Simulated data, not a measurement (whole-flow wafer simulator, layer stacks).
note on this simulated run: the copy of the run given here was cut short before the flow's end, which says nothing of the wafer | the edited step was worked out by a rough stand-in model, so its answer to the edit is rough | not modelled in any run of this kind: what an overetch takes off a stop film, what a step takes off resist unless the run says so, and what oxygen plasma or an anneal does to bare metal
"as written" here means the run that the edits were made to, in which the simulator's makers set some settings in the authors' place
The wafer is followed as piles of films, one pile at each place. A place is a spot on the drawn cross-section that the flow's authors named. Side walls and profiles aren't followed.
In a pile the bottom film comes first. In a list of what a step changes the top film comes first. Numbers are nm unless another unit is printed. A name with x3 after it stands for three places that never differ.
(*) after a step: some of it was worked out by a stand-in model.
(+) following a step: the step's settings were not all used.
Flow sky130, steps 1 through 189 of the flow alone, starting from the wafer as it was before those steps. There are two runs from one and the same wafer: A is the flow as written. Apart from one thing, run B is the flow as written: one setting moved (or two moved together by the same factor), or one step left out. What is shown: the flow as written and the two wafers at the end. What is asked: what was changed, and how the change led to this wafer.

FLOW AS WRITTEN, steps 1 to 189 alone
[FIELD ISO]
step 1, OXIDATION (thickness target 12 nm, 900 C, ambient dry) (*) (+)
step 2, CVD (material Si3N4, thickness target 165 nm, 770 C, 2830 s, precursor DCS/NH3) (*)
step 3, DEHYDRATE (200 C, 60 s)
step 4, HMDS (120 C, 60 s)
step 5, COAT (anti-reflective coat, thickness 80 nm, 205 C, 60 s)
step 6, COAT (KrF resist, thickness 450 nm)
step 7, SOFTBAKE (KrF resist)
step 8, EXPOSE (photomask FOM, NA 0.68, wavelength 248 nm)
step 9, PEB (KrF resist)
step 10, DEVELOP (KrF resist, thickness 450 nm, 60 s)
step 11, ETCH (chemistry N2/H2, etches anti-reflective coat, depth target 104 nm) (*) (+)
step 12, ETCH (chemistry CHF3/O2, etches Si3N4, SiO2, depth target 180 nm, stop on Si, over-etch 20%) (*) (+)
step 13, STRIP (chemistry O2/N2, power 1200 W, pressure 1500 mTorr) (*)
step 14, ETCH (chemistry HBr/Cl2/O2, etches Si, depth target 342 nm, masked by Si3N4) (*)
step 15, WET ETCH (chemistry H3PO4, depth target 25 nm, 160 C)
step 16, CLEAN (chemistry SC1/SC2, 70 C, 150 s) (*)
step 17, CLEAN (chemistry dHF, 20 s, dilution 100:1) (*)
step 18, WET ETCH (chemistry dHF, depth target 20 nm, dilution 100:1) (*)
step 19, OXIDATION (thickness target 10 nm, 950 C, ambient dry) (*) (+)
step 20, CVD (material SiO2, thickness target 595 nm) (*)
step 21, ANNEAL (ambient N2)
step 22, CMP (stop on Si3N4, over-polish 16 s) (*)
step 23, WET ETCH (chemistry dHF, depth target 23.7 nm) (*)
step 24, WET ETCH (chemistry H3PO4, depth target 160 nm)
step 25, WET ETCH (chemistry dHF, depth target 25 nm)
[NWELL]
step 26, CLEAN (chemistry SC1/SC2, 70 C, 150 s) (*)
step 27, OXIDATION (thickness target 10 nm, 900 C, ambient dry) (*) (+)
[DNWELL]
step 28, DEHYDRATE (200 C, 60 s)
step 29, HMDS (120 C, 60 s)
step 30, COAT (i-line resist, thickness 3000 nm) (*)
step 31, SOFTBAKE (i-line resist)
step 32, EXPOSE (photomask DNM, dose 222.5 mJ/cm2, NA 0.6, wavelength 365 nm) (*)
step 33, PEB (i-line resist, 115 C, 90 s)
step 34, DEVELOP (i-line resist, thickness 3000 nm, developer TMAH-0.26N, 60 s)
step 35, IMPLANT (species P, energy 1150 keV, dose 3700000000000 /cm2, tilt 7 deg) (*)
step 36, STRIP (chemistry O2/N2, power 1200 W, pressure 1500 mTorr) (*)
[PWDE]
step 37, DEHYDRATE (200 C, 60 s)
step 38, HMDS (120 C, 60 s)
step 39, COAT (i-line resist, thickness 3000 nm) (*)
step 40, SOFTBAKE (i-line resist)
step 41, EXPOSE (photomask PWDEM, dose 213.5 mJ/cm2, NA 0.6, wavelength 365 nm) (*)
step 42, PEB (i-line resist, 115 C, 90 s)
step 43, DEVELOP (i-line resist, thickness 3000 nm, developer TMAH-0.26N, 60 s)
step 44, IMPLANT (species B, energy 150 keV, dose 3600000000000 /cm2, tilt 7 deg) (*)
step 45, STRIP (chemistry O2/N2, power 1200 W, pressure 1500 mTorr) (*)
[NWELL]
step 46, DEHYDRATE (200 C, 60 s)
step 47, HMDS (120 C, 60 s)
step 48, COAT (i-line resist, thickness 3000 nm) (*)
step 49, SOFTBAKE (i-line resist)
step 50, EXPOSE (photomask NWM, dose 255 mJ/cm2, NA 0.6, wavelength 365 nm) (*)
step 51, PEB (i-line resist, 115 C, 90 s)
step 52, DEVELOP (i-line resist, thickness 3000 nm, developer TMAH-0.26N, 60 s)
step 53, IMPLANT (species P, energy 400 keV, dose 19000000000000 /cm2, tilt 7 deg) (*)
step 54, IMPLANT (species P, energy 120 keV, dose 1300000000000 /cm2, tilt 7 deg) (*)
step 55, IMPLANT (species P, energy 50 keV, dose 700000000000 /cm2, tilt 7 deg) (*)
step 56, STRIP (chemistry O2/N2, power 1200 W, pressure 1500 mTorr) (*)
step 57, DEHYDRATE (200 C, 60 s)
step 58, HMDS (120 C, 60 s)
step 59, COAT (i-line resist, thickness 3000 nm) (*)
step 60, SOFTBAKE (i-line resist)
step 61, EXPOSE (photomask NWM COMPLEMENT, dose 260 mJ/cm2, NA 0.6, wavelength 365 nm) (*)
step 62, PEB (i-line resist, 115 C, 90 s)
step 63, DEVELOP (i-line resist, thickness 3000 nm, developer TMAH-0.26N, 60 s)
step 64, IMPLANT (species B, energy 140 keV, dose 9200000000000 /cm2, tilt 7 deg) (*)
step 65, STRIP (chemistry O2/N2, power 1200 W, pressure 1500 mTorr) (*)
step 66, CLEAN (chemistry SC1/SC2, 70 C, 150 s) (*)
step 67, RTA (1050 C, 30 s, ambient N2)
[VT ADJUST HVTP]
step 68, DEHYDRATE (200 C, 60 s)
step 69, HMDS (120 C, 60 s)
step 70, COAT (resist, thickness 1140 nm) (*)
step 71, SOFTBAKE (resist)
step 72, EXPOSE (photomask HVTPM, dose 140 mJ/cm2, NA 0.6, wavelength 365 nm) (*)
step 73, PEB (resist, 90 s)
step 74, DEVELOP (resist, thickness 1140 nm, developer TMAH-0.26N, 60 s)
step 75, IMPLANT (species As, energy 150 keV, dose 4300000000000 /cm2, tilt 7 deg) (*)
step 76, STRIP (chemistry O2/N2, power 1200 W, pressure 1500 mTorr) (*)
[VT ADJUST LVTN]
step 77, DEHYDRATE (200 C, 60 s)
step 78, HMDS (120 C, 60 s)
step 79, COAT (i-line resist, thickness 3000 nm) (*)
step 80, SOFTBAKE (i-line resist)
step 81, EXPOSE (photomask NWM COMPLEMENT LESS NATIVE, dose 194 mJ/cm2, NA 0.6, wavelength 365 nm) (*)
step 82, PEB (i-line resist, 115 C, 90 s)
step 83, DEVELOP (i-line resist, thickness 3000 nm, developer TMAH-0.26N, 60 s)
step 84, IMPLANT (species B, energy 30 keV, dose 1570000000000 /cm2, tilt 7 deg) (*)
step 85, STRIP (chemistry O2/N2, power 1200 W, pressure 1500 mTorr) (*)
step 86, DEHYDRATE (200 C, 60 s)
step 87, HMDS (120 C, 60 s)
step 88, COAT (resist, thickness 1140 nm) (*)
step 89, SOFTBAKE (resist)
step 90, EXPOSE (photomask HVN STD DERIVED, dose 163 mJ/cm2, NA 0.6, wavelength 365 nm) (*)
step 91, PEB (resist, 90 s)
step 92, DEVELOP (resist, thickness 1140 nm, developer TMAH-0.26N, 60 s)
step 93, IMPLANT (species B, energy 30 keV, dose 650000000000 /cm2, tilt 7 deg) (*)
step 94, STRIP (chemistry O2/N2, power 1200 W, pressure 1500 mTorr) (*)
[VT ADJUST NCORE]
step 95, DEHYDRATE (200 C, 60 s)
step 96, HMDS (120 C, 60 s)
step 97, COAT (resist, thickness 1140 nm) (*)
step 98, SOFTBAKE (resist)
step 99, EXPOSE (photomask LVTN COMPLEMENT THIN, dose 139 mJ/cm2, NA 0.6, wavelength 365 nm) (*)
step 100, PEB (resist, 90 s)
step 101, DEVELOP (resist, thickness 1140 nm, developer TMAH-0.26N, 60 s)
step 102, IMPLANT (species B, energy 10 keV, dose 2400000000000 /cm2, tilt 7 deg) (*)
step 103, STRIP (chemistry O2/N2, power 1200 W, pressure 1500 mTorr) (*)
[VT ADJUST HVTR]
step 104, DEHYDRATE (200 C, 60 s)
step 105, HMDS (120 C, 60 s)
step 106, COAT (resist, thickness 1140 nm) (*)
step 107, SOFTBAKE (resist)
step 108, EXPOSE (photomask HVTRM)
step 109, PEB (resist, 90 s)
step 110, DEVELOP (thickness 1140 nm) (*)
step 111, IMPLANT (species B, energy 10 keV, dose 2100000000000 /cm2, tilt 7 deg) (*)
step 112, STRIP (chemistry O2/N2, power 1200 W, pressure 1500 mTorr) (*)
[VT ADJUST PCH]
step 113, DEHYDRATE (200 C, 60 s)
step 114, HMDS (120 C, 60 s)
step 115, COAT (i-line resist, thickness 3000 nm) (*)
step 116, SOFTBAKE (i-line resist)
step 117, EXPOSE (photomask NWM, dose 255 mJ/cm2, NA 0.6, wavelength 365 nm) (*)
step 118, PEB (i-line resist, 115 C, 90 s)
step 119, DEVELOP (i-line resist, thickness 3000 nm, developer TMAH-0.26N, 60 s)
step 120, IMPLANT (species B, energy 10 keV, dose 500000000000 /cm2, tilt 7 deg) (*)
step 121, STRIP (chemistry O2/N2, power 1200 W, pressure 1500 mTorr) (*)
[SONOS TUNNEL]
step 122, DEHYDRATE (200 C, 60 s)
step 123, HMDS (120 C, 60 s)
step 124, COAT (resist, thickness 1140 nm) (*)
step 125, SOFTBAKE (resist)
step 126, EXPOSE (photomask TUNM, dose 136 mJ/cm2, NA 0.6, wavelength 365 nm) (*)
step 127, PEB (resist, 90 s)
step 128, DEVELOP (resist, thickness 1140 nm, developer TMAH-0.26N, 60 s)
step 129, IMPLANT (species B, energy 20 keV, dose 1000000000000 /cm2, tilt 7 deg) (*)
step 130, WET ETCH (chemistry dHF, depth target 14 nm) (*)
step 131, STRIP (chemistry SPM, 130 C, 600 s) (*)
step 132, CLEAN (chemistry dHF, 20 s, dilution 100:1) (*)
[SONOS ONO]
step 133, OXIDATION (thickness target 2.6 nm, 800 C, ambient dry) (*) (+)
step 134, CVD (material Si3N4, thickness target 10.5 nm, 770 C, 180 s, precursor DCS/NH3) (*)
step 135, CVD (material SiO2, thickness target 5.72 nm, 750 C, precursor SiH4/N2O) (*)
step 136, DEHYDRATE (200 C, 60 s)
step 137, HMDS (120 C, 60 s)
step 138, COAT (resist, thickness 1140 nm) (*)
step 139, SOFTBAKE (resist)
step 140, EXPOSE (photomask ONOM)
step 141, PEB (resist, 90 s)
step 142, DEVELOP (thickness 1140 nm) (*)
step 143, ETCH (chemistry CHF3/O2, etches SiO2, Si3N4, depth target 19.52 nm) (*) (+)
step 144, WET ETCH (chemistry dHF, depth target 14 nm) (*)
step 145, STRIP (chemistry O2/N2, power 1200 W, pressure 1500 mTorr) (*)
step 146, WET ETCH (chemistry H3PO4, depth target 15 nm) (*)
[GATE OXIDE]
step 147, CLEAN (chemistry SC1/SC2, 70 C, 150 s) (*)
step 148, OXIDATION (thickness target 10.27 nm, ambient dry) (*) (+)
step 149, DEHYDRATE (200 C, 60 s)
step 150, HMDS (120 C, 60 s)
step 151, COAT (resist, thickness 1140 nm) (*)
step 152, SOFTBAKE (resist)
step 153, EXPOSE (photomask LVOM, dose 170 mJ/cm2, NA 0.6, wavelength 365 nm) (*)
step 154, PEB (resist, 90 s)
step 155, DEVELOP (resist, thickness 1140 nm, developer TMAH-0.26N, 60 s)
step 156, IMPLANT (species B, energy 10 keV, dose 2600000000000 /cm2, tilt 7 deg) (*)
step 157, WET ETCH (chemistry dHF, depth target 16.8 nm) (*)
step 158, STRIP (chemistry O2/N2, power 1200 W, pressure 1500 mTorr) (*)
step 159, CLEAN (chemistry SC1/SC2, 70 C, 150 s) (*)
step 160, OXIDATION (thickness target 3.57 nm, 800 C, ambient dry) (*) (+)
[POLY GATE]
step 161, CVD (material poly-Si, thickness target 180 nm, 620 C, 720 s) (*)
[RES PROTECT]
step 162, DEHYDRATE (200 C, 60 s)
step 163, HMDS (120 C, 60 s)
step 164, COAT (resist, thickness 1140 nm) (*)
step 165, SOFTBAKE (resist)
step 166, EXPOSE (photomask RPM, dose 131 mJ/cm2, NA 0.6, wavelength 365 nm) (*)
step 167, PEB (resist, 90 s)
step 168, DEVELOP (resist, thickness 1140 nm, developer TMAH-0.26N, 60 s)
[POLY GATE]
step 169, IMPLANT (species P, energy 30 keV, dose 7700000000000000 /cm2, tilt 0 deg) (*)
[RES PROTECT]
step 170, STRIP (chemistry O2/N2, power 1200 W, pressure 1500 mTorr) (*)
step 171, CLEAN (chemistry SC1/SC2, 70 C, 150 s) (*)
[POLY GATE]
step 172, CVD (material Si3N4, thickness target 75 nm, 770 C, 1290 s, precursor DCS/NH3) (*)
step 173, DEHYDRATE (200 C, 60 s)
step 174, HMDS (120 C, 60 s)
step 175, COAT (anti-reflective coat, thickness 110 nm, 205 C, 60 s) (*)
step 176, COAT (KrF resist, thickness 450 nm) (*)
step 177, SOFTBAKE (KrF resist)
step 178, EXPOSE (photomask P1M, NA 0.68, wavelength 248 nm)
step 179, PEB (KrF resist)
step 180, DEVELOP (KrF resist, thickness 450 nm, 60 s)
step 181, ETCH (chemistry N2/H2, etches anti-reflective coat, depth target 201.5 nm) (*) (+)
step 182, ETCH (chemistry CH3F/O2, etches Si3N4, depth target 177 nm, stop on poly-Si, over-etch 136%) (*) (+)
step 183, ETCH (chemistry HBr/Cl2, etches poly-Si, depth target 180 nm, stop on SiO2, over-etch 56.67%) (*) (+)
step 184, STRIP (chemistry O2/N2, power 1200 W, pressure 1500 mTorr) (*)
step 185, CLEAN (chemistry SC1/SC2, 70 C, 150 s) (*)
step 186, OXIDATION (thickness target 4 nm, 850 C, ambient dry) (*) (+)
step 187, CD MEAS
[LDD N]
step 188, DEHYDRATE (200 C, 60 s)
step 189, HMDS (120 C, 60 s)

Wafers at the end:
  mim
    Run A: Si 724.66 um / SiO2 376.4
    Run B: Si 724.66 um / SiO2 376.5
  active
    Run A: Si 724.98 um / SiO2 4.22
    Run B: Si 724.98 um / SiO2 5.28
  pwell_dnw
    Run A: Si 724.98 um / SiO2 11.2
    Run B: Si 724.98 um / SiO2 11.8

The reason: step 186, OXIDATION: 885 C was run, whereas the flow has 850 C.

The path from the change to this, step by step:
  step 186, OXIDATION (thickness target 4 nm, 850 C, ambient dry) (*) (+)
      active, p_well x4, spacer and 23 more: A +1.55 SiO2, -0.68 Si | B +2.61 SiO2, -1.15 Si
      pwell_dnw, sd_hvn, dext_ntap_nw and 17 more: A +1.12 SiO2, -0.49 Si | B +1.75 SiO2, -0.77 Si
      (as well as at 1 more place)
